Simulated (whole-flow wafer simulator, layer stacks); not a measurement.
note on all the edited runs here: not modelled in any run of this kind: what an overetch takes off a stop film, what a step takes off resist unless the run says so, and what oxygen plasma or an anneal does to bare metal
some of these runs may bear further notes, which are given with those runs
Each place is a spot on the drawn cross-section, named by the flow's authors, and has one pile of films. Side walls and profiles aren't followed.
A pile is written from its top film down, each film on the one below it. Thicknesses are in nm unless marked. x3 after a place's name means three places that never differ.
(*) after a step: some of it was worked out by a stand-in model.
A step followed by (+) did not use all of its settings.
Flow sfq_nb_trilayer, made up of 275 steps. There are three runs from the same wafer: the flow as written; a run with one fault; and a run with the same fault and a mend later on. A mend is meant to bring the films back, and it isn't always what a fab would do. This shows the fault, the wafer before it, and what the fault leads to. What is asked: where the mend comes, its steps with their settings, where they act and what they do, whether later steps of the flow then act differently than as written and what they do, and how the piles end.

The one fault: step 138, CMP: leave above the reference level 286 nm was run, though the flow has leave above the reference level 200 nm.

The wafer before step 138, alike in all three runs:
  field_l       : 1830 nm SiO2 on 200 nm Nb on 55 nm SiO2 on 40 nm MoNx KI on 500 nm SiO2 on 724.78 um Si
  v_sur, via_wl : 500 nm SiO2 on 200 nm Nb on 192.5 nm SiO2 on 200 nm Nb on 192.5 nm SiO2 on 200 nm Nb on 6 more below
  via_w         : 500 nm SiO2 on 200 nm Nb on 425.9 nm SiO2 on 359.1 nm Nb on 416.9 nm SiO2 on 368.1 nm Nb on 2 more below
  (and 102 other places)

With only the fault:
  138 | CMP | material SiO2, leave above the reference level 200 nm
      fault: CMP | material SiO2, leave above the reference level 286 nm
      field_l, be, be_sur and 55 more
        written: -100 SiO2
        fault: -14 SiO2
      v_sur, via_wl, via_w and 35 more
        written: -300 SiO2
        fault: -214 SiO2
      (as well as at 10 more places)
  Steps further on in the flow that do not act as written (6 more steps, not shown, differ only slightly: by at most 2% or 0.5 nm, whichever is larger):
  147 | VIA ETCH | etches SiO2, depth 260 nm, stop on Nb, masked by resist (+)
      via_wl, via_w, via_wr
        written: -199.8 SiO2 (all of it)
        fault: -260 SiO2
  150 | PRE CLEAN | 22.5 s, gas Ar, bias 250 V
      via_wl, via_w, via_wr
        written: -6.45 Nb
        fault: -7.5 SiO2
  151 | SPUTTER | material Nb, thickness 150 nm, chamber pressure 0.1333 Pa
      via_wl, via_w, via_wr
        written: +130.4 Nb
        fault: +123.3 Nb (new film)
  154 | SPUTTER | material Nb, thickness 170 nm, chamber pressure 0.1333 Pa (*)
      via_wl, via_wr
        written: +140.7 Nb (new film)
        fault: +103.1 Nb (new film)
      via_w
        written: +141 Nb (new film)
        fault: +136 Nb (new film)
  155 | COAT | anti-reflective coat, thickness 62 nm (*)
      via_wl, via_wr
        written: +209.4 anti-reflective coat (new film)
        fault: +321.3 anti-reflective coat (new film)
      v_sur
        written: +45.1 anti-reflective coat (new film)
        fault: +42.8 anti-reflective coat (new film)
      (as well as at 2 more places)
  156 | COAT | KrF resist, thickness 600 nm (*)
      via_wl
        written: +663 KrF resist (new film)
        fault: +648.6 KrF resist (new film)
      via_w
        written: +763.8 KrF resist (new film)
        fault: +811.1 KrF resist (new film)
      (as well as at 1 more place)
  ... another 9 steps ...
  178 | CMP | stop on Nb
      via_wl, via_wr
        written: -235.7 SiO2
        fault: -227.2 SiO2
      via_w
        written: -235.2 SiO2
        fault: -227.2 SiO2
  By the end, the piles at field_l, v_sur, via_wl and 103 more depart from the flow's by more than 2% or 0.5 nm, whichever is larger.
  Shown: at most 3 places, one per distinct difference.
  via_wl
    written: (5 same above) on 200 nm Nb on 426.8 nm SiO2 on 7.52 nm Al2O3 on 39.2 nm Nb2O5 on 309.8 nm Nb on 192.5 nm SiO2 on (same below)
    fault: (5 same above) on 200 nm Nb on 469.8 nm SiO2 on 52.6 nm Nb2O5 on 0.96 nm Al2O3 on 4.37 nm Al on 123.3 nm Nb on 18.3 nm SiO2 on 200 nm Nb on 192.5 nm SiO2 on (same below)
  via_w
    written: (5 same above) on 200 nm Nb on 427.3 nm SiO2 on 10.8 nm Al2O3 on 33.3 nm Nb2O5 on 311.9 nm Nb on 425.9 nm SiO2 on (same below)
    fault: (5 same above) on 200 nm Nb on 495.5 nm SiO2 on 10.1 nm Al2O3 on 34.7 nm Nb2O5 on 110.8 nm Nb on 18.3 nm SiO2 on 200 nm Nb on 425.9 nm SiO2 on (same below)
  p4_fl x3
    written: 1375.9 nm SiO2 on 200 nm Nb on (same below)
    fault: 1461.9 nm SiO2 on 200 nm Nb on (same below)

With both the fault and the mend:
  The mend follows step 139.
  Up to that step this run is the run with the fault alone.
  139a | CMP | material SiO2, leave above the reference level 200 nm (the flow's step 138, run once more)
      field_l, v_sur, via_wl and 103 more
        -86 SiO2
  None of the later steps of the flow acts differently than as written at any place that is followed.
  The piles end the same as the flow's at every place that both follow.
